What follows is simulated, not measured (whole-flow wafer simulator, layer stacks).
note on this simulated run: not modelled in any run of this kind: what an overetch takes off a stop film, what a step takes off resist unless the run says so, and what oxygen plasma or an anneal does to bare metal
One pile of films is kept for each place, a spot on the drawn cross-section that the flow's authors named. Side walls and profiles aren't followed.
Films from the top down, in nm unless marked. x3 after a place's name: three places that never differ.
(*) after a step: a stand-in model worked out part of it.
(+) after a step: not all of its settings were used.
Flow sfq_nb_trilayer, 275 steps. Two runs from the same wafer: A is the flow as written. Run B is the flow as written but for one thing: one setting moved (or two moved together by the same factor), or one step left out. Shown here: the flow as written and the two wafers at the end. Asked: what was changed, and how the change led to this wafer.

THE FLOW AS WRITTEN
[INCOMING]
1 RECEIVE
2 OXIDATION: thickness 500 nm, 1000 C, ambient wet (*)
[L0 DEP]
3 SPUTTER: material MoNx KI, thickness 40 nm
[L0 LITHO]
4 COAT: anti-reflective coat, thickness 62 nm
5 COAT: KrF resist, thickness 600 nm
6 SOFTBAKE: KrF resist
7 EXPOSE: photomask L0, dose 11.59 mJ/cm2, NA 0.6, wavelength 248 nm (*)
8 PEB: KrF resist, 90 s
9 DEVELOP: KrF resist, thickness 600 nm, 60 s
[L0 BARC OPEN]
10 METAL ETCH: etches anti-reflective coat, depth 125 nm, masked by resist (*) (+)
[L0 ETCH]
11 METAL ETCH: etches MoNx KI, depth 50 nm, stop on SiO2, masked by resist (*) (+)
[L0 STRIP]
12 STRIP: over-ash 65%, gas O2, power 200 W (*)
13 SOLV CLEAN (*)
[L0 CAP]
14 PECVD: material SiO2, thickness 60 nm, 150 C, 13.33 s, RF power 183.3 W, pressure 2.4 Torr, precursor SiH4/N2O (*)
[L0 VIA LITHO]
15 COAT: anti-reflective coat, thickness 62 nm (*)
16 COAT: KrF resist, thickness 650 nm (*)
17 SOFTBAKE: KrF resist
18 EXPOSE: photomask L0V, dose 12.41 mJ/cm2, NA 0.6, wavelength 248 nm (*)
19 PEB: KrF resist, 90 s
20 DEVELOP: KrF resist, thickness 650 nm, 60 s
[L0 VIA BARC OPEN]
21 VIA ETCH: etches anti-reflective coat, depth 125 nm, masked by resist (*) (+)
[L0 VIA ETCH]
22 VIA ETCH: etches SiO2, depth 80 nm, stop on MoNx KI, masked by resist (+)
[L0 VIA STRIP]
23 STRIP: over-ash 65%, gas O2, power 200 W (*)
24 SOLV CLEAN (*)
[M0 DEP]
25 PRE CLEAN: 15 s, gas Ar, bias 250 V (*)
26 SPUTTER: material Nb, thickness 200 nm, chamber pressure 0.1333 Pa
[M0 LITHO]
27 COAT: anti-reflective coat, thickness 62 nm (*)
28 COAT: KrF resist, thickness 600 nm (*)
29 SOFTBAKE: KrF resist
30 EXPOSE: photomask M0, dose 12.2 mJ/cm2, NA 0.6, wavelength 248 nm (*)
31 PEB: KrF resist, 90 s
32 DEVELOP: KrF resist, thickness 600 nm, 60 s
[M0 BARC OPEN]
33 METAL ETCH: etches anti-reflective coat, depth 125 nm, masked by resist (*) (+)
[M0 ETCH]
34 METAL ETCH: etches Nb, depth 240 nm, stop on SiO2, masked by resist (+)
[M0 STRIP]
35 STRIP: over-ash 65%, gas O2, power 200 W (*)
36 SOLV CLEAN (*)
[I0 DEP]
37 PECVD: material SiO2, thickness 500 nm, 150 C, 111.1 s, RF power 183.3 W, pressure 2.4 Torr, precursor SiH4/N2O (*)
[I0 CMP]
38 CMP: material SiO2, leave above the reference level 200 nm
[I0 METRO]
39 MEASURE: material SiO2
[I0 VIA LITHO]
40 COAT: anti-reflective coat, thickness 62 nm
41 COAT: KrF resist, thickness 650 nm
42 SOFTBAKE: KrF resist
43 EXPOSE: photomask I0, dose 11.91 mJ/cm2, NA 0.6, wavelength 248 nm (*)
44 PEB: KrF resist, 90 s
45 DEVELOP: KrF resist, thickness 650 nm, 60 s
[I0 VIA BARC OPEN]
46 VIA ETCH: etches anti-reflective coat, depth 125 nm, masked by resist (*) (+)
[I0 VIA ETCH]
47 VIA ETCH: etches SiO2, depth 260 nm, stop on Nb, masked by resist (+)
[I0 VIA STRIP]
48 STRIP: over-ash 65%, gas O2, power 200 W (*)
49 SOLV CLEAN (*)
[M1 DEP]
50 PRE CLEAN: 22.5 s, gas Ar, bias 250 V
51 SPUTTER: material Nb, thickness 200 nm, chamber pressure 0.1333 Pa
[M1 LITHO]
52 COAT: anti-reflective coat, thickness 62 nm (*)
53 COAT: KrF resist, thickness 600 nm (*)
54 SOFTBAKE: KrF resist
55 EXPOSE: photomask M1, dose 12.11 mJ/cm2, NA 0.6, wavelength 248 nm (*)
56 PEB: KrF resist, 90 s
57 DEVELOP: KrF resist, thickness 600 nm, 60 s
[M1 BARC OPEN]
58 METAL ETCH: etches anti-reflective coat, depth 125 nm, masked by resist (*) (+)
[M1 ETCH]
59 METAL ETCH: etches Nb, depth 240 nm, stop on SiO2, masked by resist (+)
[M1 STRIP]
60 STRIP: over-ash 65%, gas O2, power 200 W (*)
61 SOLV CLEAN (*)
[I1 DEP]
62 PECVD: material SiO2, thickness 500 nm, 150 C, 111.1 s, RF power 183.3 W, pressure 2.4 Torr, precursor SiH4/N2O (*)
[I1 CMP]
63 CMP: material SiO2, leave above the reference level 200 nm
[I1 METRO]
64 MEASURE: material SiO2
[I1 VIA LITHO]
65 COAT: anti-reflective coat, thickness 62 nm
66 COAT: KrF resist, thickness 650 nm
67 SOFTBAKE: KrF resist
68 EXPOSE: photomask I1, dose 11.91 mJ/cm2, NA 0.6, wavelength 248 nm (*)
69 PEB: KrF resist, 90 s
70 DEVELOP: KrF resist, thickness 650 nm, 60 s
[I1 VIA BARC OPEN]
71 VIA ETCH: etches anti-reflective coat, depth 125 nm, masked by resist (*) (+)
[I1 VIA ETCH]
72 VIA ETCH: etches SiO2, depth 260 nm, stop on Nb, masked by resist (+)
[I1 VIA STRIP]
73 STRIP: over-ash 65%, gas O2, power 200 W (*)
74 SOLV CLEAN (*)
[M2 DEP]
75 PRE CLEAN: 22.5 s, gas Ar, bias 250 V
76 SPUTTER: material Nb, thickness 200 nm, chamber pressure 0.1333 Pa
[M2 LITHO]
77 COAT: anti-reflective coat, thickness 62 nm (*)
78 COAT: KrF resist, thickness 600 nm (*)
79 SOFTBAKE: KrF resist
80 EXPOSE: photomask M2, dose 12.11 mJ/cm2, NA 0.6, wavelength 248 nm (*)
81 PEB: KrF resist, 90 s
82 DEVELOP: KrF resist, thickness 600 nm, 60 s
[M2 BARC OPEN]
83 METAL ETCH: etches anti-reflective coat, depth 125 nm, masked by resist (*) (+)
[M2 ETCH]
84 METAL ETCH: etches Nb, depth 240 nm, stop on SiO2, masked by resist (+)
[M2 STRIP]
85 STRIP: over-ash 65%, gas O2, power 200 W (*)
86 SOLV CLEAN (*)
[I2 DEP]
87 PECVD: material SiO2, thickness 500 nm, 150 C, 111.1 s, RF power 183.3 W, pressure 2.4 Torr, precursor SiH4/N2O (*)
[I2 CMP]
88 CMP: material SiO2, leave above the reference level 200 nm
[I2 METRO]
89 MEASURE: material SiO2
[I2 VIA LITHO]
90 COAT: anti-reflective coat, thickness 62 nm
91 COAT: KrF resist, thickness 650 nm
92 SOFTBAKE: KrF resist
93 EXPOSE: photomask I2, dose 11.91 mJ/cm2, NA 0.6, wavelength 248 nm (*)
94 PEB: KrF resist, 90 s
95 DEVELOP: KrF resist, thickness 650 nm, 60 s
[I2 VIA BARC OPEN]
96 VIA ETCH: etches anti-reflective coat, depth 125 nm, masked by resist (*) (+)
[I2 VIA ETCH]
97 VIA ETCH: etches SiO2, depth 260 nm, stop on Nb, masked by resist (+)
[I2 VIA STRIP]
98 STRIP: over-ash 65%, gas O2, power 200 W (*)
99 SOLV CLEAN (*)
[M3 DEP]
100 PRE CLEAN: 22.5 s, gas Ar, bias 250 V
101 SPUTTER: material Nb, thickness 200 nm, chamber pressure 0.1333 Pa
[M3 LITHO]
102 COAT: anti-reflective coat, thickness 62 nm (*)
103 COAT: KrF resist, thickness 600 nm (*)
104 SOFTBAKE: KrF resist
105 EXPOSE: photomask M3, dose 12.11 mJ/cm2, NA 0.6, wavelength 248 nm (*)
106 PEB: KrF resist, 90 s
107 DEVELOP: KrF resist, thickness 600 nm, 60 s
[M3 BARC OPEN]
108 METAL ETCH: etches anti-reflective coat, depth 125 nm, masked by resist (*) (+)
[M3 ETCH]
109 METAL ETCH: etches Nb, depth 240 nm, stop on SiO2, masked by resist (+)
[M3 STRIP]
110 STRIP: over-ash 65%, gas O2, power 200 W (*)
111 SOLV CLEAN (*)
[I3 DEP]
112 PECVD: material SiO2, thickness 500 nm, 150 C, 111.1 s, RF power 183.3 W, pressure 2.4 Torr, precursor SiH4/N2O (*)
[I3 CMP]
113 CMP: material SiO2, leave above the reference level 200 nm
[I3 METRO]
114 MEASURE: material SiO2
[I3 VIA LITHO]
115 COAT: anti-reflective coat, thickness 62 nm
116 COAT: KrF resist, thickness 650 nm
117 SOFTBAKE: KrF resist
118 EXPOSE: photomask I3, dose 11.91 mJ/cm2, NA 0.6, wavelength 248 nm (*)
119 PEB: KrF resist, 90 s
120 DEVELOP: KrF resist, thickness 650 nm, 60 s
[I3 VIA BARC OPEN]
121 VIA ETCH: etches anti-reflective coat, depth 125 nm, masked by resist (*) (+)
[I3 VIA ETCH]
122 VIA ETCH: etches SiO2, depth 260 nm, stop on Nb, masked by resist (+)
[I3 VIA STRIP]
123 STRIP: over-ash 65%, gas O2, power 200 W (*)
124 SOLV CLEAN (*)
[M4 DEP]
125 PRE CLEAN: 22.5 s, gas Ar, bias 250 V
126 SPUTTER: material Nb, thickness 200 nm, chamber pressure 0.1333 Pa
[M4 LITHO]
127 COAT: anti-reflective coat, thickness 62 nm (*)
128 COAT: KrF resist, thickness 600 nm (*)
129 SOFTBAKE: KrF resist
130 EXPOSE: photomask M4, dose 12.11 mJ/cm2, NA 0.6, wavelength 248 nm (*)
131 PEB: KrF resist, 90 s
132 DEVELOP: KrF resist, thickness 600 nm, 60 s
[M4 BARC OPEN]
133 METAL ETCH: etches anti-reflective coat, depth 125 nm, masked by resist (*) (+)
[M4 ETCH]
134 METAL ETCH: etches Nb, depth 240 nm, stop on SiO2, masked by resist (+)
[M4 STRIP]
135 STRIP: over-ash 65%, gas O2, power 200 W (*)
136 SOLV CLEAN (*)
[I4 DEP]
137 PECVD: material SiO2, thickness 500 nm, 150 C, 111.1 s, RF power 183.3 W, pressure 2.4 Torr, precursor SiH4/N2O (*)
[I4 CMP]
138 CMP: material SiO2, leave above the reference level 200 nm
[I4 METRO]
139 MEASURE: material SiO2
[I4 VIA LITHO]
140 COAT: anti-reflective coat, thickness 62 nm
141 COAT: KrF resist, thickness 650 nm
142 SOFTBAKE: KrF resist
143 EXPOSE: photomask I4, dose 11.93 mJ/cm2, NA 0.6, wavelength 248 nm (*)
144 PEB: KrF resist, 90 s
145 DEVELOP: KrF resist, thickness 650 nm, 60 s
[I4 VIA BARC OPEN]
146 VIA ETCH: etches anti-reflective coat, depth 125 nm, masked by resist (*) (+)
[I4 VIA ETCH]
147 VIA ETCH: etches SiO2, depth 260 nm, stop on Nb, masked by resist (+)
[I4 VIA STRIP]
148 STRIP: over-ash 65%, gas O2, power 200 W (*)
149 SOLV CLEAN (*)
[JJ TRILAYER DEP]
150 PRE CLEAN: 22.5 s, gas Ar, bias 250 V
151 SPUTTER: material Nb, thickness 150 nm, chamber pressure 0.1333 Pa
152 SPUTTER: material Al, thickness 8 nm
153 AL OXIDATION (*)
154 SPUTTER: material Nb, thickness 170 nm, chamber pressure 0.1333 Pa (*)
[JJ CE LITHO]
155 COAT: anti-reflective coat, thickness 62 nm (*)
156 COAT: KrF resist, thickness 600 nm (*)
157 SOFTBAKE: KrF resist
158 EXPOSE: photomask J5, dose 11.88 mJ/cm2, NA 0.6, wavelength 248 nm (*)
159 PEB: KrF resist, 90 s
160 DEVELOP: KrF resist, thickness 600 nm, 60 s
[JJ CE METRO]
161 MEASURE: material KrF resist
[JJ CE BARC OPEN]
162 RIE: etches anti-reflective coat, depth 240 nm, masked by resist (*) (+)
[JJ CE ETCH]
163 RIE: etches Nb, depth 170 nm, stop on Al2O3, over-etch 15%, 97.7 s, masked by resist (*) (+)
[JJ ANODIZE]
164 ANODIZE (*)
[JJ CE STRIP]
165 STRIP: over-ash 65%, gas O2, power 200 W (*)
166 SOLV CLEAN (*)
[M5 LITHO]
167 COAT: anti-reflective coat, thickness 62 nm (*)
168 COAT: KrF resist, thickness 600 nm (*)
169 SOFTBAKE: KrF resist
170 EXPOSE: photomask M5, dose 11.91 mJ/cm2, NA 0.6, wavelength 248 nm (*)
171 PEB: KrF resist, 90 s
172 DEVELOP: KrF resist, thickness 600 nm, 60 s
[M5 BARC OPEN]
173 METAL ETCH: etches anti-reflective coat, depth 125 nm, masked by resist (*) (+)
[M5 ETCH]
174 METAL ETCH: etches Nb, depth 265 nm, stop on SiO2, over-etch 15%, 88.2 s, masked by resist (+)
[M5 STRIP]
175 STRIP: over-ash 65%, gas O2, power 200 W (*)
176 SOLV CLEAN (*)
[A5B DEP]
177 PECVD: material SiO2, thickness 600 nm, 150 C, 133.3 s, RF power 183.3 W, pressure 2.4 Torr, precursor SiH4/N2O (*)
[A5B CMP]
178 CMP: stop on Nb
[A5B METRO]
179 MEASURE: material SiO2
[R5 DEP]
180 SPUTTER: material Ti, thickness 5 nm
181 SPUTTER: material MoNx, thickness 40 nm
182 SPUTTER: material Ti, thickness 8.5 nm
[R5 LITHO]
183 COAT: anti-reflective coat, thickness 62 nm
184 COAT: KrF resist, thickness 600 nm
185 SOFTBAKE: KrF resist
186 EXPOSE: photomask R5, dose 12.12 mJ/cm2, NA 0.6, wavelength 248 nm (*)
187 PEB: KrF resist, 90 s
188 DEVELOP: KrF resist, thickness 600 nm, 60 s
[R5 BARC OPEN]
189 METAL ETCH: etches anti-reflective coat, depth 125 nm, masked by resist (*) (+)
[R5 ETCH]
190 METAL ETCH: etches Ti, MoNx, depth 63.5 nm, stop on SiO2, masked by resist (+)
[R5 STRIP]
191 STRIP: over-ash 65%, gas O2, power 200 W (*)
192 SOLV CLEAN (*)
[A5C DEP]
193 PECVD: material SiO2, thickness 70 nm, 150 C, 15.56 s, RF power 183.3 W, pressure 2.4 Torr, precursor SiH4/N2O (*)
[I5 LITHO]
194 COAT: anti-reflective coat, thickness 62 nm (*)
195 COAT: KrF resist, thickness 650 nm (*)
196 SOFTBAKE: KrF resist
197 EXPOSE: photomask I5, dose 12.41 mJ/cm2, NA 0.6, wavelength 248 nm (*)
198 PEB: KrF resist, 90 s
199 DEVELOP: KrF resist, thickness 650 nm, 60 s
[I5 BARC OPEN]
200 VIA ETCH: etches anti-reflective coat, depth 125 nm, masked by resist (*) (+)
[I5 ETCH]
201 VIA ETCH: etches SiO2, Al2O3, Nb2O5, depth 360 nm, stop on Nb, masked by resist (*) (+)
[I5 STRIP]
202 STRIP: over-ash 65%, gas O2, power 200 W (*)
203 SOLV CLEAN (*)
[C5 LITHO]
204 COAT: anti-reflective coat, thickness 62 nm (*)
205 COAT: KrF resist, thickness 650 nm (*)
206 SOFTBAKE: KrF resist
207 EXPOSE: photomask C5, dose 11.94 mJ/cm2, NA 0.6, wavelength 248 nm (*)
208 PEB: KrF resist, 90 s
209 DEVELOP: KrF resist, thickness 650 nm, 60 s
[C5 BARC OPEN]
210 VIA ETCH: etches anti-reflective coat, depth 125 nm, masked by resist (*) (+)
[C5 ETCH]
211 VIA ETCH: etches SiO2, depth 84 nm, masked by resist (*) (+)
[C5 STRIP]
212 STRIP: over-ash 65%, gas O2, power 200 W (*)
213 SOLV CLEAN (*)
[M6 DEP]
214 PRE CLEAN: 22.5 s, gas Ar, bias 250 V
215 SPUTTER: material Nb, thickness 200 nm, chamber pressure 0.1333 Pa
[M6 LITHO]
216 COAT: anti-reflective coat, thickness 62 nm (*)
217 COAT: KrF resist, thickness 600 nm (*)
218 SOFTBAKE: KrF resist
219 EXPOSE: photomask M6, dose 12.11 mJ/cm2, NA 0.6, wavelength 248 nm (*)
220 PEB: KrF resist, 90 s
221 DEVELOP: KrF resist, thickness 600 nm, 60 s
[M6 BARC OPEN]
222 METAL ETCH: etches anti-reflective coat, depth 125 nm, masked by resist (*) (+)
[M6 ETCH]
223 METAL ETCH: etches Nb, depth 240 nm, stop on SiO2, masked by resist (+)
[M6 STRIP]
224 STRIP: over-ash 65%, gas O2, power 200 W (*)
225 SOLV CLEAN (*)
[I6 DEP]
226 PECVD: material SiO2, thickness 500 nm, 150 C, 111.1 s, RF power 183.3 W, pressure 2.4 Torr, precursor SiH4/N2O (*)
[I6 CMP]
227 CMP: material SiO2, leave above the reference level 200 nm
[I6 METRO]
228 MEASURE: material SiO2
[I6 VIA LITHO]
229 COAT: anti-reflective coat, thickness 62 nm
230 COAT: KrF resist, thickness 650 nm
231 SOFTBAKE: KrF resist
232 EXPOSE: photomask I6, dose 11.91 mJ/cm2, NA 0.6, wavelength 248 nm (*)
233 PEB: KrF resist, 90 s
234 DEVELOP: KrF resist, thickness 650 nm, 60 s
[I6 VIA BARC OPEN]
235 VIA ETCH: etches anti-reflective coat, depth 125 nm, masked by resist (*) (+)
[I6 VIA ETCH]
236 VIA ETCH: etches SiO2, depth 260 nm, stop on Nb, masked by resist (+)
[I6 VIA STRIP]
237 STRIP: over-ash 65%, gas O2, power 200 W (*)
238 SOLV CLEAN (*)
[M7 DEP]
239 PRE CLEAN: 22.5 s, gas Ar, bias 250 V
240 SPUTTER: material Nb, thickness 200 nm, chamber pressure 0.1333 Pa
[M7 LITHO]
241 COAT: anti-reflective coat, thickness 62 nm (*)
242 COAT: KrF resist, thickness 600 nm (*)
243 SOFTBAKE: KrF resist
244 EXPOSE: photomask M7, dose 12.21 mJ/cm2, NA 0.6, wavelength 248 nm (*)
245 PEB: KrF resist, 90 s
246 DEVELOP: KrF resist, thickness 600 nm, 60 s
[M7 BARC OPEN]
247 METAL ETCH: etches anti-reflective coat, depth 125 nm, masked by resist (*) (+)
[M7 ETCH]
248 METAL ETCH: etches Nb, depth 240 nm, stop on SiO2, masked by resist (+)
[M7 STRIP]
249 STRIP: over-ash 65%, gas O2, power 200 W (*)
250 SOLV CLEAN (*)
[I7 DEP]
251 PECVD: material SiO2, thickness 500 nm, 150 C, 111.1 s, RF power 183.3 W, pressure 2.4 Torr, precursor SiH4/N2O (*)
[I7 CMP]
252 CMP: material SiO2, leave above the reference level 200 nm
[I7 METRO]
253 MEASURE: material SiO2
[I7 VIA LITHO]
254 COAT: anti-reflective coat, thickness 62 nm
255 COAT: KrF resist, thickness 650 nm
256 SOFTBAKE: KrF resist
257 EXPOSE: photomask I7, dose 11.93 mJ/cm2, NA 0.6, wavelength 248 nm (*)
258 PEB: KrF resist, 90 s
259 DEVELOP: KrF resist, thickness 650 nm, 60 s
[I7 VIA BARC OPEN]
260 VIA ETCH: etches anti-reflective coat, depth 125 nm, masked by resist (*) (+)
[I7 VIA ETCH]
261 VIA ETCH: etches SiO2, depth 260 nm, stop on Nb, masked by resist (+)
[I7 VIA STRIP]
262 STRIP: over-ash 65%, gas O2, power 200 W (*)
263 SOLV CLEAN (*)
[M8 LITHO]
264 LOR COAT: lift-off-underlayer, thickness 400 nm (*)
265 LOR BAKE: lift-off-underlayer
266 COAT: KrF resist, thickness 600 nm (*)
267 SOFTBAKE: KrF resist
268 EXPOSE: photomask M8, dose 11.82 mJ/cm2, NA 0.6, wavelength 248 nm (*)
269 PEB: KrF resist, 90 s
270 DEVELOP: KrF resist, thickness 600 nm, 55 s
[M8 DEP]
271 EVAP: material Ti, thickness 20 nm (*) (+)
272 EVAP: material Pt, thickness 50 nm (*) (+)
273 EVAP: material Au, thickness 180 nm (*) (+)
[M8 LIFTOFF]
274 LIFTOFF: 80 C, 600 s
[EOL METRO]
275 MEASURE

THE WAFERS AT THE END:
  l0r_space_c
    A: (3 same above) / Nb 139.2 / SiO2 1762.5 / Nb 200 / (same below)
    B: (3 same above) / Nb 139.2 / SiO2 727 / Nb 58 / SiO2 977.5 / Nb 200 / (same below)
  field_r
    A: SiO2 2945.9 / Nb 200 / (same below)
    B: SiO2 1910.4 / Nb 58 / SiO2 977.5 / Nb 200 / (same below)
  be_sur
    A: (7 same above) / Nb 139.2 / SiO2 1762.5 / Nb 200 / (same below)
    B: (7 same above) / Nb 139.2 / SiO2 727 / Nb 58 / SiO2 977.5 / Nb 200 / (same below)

The cause: step 109, METAL ETCH: depth 142 nm was run, where the flow has depth 240 nm.

How the change led to this, step by step:
  109 METAL ETCH: etches Nb, depth 240 nm, stop on SiO2, masked by resist (+)
      field_l, be, be_sur and 72 more: A Nb -200 (all of it) | B Nb -142
      v_sur, via_wl, via_w and 28 more: A KrF resist -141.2 | B KrF resist -83.5
  110 STRIP: over-ash 65%, gas O2, power 200 W (*)
      p4_w1, p4_w2, p4_w3 and 21 more: A KrF resist -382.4 (all of it), anti-reflective coat -62 (all of it) | B KrF resist -440 (all of it), anti-reflective coat -62 (all of it)
      v_sur: A KrF resist -365.3 (all of it), anti-reflective coat -61.1 (all of it) | B KrF resist -423 (all of it), anti-reflective coat -61.1 (all of it)
      (and at 6 more places)
  112 PECVD: material SiO2, thickness 500 nm, 150 C, 111.1 s, RF power 183.3 W, pressure 2.4 Torr, precursor SiH4/N2O (*)
      field_l, be, be_sur and 64 more: A SiO2 +500 | B SiO2 +500 (new film)
      p4_g1, p4_g2, p3_s0, p3_s1, p3_s2, p3_s3, p3_s4, p3_s5: A SiO2 +557.1 | B SiO2 +500 (new film)
  113 CMP: material SiO2, leave above the reference level 200 nm
      field_l, be, be_sur and 64 more: A SiO2 -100 | B SiO2 -158
Counting metal films that touch as one body, l0r_space_c has 3 bodies (between them, from the top down: SiO2 727; SiO2 977.5); the flow as written gives 2 bodies (between them, from the top down: SiO2 1762.5).
Counting metal films that touch as one body, field_r has 2 bodies (between them, from the top down: SiO2 977.5); the flow as written gives 1 body.
Counting metal films that touch as one body, be_sur has 5 bodies (between them, from the top down: SiO2 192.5; SiO2 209 / Al2O3 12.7 / Nb2O5 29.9; SiO2 727; SiO2 977.5); the flow as written gives 4 bodies (between them, from the top down: SiO2 192.5; SiO2 209 / Al2O3 12.7 / Nb2O5 29.9; SiO2 1762.5).
